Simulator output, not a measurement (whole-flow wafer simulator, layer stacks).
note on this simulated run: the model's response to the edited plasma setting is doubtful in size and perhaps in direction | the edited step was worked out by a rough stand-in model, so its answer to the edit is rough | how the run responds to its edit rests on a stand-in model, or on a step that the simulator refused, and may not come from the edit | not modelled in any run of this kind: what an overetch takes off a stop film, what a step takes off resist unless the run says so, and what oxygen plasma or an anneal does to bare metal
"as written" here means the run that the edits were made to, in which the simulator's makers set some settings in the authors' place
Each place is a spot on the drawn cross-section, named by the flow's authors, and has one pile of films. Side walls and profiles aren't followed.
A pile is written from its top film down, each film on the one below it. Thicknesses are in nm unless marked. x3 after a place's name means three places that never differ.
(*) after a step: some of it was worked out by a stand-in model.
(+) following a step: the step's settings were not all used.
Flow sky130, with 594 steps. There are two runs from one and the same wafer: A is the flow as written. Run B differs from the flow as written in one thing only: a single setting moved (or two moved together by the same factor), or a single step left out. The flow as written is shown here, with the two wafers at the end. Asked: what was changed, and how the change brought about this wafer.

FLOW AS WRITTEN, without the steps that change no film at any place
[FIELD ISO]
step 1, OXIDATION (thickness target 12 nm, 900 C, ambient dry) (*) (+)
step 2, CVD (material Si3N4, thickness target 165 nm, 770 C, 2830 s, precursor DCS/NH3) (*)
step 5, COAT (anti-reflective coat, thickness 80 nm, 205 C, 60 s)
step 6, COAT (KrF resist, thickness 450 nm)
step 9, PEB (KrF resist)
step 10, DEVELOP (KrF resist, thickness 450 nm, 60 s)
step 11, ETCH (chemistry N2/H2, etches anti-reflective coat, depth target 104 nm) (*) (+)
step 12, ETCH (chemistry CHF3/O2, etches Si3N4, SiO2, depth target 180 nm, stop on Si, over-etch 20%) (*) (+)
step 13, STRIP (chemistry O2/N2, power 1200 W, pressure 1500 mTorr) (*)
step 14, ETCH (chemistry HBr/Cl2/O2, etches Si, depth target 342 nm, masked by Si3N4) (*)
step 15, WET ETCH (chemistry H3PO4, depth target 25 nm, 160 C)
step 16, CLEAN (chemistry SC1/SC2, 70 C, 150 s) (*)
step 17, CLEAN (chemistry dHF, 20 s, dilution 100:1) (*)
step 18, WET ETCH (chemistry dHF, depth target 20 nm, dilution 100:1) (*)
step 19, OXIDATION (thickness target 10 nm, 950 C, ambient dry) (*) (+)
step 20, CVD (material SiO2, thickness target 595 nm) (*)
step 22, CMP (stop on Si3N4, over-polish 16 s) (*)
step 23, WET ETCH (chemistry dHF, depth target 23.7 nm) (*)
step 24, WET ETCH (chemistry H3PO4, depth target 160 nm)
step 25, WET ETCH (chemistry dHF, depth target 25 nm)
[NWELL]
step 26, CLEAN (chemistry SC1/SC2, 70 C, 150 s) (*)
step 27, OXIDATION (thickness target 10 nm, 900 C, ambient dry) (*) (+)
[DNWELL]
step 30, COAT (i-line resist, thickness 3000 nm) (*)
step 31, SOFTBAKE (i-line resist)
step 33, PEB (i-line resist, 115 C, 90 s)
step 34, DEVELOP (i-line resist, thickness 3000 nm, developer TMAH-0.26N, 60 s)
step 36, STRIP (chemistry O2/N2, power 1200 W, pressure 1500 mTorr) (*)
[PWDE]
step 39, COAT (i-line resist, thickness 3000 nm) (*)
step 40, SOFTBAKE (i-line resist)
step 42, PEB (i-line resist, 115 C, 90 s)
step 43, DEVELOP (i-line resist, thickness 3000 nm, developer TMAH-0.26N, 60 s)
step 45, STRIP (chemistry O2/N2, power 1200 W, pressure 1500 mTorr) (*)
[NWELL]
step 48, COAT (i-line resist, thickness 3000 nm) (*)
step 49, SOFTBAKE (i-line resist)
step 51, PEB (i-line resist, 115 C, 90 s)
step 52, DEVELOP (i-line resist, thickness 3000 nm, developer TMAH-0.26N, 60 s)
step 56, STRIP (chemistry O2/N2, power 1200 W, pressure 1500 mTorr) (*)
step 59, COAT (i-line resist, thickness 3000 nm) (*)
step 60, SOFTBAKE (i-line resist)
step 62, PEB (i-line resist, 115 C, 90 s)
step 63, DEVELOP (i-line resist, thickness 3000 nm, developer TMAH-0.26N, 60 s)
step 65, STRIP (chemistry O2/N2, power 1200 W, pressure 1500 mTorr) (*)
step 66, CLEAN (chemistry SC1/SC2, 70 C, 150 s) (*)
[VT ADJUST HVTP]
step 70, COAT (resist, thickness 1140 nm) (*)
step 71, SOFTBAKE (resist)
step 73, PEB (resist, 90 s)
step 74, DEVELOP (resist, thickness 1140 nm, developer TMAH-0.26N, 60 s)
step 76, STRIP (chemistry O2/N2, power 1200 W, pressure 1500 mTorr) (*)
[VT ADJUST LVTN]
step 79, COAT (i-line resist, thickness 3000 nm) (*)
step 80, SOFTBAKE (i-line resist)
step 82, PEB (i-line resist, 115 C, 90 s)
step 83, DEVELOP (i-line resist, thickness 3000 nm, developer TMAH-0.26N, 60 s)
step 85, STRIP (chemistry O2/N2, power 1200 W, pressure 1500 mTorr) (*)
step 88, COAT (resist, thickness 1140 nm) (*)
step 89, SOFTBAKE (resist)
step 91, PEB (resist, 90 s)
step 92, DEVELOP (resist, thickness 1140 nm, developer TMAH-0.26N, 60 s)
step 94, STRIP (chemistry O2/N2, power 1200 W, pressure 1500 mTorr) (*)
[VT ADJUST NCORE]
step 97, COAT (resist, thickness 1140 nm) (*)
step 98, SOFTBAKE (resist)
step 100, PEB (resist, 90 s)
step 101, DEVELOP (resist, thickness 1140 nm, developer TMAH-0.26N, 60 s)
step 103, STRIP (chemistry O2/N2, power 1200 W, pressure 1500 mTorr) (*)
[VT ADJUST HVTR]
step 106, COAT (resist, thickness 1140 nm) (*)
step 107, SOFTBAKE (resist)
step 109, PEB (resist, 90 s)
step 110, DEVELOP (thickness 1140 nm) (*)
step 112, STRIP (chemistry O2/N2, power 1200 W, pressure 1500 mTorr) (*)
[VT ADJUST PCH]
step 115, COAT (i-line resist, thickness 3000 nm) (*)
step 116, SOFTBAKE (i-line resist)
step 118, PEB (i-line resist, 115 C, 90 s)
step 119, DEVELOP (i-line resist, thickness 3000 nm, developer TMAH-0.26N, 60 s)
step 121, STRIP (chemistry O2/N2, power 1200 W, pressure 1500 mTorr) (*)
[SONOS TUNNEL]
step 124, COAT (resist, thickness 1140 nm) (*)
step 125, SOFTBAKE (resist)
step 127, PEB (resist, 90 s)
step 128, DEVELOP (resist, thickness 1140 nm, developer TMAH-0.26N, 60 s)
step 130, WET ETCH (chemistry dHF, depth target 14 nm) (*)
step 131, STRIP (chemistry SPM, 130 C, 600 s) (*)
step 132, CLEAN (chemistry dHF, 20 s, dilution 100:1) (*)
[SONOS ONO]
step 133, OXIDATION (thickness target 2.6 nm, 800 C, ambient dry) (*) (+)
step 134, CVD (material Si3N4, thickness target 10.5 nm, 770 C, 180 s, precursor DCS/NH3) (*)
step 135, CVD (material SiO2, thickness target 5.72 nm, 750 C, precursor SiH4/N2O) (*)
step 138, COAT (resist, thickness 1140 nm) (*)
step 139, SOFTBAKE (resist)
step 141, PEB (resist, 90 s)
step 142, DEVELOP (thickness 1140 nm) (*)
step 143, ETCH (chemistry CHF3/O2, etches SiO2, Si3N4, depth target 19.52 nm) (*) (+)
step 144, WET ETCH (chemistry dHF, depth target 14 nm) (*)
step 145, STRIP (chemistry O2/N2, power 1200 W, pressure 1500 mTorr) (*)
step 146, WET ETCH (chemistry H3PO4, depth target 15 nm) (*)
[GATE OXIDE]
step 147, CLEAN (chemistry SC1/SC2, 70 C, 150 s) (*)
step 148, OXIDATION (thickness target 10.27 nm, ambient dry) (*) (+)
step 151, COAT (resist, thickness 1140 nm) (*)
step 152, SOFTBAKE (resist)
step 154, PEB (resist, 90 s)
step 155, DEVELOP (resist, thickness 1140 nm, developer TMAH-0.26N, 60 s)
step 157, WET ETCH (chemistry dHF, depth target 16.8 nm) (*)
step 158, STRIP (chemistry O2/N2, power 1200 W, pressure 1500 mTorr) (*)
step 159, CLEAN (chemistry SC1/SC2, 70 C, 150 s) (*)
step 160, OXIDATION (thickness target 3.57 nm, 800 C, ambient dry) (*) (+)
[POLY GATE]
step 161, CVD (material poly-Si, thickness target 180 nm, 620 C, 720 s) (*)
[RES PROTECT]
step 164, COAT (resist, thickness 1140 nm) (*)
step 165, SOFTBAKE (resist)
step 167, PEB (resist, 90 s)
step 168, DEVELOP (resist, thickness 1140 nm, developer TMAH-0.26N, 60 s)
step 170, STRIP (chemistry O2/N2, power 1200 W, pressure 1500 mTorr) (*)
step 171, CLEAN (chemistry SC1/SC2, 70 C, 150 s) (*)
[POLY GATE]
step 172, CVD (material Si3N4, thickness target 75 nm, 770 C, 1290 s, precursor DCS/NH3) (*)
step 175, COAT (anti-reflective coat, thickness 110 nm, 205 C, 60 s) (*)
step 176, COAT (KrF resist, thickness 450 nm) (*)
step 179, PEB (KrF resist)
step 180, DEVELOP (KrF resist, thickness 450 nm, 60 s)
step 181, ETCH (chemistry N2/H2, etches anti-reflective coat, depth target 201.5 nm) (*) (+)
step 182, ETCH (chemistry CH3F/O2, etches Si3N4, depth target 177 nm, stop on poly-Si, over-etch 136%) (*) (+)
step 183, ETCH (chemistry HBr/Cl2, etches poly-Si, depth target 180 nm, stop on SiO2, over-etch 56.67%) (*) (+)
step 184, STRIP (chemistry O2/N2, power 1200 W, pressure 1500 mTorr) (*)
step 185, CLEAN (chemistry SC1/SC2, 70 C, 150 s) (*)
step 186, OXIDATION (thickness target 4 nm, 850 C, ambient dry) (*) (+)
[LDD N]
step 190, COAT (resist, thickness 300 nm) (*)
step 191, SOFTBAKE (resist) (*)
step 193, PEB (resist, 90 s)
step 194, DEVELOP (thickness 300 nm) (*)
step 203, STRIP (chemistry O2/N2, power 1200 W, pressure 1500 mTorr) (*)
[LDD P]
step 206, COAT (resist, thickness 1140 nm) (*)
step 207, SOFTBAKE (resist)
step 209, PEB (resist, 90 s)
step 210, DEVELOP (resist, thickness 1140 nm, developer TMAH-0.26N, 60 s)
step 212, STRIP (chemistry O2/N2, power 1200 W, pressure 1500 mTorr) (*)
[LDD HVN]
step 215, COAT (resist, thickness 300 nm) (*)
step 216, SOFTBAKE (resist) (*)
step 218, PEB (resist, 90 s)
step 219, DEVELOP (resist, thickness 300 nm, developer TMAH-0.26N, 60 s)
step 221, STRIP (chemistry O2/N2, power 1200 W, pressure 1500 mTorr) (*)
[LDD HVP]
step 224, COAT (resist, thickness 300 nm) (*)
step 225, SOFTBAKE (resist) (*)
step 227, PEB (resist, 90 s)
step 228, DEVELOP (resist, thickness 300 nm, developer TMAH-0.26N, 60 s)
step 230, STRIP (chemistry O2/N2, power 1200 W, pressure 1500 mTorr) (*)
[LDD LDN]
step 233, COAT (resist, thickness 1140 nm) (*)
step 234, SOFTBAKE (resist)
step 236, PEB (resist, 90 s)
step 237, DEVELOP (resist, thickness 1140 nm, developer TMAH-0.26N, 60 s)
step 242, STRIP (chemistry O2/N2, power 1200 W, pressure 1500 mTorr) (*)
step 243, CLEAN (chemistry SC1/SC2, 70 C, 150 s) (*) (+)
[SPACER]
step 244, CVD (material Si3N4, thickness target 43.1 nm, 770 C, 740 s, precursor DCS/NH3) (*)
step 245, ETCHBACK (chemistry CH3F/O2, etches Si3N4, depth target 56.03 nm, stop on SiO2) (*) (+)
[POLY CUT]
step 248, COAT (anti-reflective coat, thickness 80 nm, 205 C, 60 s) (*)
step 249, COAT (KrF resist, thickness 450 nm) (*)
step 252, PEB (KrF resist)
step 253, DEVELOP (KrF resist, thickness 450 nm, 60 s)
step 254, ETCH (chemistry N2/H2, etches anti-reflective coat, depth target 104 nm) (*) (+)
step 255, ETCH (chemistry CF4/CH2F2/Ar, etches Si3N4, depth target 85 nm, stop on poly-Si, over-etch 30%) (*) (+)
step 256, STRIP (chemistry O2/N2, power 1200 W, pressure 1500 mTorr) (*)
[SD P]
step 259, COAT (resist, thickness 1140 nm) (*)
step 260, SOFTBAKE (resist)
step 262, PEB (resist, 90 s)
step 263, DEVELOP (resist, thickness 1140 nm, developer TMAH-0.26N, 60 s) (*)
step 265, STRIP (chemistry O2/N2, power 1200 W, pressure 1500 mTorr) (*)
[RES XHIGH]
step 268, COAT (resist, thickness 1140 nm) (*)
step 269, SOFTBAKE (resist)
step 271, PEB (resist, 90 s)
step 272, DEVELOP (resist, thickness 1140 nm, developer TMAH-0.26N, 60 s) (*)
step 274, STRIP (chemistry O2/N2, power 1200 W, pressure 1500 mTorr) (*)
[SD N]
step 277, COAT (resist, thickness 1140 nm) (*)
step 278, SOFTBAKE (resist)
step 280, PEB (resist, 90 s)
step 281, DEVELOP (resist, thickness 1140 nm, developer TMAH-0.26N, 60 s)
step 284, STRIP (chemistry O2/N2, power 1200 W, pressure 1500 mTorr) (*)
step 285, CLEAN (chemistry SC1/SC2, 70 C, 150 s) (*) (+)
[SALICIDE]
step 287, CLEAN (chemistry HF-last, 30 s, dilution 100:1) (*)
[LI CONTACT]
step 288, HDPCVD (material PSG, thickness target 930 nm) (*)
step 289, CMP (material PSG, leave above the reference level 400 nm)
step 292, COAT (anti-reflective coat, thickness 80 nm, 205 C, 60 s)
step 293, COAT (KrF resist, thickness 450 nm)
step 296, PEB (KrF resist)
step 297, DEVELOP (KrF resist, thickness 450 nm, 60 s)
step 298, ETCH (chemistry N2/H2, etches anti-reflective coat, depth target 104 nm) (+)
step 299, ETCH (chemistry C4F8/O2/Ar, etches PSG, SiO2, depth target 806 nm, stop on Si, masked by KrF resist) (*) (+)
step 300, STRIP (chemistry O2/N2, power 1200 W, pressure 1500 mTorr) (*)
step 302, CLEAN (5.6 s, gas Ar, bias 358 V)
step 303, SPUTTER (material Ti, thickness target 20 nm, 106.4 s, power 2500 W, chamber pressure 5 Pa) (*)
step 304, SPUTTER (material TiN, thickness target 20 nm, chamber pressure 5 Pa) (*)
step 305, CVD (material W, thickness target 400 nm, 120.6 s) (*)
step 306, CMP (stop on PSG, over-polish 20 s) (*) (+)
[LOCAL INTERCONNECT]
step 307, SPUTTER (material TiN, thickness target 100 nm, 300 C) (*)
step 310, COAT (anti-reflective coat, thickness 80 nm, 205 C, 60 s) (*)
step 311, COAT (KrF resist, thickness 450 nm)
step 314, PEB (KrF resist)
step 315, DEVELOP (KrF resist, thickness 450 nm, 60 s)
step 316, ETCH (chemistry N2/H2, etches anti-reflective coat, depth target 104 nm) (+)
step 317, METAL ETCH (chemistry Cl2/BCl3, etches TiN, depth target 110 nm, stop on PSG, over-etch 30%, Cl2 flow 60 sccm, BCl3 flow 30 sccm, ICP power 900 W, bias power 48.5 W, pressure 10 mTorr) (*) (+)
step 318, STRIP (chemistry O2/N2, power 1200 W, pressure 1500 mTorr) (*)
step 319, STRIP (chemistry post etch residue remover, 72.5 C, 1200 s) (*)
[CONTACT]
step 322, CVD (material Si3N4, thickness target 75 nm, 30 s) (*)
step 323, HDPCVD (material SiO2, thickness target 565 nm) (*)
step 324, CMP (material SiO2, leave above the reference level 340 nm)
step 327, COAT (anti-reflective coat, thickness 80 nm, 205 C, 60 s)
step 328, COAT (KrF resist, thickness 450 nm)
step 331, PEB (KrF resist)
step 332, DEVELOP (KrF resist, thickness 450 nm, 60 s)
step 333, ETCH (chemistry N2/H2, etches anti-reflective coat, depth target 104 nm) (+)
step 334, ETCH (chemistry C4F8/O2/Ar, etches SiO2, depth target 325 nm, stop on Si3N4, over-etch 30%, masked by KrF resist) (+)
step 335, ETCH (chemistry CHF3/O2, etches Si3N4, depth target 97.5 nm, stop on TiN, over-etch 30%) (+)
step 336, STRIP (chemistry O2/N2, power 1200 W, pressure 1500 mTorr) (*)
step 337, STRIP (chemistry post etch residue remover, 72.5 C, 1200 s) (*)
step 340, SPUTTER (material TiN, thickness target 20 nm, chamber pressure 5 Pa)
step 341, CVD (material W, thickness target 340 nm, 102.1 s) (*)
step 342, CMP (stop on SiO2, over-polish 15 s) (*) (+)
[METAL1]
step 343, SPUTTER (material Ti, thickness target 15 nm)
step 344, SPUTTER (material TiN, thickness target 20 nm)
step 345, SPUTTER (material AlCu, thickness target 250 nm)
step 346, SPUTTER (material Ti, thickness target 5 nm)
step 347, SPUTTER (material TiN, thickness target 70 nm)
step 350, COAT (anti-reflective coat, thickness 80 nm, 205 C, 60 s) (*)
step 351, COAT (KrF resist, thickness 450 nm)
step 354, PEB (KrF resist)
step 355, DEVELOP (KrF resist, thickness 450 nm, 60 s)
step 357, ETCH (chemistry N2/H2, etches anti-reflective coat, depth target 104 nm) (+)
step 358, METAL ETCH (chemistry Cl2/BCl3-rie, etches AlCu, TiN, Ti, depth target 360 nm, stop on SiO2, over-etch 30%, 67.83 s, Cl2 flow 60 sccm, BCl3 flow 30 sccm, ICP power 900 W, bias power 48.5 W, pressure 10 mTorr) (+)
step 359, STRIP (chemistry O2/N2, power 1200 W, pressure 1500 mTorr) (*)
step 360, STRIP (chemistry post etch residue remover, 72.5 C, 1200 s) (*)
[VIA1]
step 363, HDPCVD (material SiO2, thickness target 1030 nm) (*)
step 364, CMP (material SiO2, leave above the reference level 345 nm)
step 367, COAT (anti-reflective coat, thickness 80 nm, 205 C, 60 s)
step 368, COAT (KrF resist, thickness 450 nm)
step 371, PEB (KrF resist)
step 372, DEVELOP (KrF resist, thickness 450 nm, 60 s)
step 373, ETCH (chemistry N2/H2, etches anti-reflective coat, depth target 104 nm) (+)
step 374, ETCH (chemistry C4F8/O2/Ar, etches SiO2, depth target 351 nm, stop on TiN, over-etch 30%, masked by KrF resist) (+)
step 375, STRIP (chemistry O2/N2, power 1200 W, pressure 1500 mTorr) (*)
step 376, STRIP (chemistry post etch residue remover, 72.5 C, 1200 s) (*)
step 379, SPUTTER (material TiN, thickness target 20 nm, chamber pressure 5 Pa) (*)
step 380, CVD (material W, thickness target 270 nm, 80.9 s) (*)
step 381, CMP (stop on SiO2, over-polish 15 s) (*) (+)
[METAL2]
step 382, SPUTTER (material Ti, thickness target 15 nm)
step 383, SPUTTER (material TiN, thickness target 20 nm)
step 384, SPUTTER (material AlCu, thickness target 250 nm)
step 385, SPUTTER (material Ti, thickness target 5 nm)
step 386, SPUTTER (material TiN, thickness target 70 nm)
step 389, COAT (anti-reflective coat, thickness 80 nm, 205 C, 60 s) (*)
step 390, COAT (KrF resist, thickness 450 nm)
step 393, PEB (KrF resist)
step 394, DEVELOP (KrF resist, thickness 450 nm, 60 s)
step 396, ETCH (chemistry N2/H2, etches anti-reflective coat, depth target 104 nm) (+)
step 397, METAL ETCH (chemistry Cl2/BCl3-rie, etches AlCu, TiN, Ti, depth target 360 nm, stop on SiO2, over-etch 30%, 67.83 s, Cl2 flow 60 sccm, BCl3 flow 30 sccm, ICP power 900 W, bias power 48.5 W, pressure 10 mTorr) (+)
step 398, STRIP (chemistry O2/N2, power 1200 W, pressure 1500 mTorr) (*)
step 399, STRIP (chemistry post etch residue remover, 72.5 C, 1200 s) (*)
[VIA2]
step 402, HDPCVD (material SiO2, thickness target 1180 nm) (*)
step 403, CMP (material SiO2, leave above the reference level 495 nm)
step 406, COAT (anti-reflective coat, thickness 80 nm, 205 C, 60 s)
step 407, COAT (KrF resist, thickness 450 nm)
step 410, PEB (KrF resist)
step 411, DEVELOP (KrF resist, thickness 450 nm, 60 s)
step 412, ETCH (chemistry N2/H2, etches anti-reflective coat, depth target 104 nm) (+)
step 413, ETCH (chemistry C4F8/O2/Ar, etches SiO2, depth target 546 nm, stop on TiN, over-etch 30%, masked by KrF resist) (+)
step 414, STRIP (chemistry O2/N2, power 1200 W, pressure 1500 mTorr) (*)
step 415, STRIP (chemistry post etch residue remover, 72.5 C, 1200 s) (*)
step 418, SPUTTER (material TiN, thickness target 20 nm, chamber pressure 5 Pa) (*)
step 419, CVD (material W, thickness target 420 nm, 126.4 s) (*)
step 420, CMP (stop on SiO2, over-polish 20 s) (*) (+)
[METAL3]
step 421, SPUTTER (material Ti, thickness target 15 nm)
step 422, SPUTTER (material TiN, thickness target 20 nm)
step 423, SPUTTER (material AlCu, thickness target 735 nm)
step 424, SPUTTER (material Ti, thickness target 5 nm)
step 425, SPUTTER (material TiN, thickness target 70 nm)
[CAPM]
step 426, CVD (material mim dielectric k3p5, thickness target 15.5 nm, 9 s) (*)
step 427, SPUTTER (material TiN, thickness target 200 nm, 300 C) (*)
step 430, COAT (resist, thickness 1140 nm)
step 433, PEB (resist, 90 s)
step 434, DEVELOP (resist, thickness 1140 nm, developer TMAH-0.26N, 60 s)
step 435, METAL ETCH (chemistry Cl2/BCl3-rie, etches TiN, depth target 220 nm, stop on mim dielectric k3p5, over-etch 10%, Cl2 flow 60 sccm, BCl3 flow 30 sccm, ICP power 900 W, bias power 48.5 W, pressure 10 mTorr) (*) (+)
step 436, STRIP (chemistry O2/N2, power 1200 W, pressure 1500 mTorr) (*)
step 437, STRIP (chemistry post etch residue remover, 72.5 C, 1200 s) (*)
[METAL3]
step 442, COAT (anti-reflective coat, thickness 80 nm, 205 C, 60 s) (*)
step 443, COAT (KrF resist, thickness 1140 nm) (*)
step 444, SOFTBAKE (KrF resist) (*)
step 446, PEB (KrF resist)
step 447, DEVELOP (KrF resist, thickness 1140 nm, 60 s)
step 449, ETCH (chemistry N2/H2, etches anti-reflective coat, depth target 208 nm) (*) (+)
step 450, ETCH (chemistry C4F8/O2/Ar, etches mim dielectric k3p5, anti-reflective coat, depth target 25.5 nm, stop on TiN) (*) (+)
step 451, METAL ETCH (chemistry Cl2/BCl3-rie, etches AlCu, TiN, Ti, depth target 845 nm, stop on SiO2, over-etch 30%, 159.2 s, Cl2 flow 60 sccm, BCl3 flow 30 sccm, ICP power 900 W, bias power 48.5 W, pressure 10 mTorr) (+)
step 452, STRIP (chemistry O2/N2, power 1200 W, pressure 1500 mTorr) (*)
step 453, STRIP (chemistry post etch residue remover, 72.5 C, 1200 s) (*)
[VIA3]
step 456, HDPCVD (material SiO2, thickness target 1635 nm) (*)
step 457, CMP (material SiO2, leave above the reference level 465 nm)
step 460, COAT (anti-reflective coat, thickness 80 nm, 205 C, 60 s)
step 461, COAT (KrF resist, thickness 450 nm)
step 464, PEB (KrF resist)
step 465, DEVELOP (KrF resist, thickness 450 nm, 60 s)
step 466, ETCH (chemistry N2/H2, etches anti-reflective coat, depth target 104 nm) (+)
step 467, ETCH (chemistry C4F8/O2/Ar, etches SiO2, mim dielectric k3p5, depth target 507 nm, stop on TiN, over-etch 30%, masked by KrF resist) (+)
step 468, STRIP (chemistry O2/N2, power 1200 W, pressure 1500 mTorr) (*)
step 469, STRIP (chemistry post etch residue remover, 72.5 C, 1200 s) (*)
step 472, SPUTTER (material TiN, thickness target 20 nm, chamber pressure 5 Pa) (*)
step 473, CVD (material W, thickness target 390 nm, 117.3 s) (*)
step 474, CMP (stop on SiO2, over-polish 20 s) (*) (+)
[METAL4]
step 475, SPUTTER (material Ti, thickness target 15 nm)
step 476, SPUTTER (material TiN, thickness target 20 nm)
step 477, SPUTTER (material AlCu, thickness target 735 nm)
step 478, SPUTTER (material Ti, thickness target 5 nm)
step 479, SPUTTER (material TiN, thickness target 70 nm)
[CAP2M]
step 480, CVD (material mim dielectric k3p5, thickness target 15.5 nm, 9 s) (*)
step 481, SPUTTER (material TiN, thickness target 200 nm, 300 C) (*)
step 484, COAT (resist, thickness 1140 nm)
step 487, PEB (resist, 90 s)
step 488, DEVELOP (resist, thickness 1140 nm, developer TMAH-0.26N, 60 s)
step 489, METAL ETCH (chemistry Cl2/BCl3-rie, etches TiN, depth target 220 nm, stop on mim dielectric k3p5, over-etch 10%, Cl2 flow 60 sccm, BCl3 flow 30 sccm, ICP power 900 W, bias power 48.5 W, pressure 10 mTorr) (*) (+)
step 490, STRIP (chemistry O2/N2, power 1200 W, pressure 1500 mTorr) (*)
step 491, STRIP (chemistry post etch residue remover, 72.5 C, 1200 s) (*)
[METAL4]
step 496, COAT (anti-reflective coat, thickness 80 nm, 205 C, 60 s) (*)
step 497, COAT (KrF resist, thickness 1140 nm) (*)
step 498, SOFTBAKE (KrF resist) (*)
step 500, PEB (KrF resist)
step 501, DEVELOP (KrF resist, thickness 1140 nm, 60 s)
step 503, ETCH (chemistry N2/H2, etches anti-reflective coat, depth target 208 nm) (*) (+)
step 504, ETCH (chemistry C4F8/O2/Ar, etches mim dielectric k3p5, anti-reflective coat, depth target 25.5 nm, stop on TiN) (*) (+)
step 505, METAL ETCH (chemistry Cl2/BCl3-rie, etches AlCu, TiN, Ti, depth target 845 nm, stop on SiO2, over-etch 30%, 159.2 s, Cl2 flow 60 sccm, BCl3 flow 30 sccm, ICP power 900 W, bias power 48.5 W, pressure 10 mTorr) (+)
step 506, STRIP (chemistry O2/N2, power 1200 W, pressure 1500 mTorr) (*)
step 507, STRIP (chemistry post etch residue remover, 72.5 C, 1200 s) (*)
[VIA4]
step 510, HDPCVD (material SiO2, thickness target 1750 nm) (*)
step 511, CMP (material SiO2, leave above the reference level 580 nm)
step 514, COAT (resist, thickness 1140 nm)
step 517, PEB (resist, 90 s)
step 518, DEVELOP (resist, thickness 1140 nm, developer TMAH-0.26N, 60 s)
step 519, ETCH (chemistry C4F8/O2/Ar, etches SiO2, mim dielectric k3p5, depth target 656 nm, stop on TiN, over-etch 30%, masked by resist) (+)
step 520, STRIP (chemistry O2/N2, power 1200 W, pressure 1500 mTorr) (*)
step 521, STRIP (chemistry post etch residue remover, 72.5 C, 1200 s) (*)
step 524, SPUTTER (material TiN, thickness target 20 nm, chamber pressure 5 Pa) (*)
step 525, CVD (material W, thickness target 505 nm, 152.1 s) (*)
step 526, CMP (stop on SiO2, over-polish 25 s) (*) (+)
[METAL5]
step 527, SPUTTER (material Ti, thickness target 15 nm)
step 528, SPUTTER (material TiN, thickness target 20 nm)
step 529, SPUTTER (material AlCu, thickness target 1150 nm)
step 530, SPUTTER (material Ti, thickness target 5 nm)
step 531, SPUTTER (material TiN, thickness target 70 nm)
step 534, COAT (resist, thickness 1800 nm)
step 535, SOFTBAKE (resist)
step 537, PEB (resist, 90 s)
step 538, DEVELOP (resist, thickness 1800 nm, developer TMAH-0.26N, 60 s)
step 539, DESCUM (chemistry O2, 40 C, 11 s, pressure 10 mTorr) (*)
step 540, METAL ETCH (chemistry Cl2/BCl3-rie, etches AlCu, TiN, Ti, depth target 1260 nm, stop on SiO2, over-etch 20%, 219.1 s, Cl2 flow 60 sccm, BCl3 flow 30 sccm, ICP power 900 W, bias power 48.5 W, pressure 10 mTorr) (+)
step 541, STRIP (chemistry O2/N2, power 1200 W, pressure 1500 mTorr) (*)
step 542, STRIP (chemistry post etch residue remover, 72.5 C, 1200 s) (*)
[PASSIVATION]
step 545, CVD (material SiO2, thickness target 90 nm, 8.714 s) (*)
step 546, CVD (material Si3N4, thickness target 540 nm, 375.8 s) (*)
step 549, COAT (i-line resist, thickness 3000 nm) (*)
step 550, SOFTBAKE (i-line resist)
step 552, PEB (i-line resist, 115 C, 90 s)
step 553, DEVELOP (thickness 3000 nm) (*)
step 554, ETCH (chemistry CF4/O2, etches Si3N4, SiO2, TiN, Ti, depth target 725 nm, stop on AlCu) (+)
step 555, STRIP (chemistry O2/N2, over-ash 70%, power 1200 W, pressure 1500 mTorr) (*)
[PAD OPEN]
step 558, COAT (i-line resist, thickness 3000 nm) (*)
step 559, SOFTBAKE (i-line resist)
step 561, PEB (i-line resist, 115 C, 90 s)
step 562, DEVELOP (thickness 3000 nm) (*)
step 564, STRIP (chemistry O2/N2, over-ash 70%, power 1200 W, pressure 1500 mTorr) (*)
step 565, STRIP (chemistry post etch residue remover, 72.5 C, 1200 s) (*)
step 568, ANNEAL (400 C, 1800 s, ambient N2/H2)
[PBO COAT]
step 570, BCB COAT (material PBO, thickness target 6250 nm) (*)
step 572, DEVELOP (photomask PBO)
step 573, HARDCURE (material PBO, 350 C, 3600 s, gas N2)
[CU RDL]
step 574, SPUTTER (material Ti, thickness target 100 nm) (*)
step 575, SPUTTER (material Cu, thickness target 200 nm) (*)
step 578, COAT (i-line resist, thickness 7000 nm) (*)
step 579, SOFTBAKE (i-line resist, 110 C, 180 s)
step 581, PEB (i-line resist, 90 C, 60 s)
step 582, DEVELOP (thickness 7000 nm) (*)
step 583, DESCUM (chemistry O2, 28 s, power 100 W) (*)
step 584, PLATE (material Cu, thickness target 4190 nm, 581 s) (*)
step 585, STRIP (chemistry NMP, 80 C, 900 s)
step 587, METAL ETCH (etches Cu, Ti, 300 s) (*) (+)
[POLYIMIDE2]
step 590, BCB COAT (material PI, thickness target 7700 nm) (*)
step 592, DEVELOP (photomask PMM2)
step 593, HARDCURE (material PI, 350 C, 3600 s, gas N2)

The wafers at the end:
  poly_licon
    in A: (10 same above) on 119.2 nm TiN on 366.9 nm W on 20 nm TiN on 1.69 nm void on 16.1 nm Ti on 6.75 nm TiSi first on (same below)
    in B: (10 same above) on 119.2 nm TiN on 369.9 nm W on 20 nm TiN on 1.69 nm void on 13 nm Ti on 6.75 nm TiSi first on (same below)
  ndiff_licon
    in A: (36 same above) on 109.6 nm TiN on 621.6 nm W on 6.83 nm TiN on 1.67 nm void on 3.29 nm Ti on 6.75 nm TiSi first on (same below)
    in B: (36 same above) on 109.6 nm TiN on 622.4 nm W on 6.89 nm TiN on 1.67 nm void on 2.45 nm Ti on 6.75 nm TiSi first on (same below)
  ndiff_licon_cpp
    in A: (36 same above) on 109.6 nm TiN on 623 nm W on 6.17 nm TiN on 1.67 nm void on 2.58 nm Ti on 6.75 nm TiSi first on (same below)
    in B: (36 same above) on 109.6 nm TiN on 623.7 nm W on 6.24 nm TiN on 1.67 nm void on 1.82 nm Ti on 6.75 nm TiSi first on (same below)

The reason: step 303, SPUTTER: power 2200 W was run, while the flow as written has power 2500 W.

Step by step, how the change led to this:
  step 303, SPUTTER (material Ti, thickness target 20 nm, 106.4 s, power 2500 W, chamber pressure 5 Pa) (*)
      field, active, n_well and 185 more: A Ti gains 20 (new film) | B Ti gains 17 (new film)
      ndiff_licon: A Ti gains 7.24 (new film) | B Ti gains 6.39 (new film)
      (also at 2 further places)
  step 306, CMP (stop on PSG, over-polish 20 s) (*) (+)
      field, active, n_well and 184 more: A W loses 400 (all of it), TiN loses 20 (all of it), Ti loses 20 (all of it), PSG loses 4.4 | B W loses 400 (all of it), TiN loses 20 (all of it), Ti loses 17 (all of it), PSG loses 4.4
      poly_licon: A W loses 33.1 | B W loses 30.1
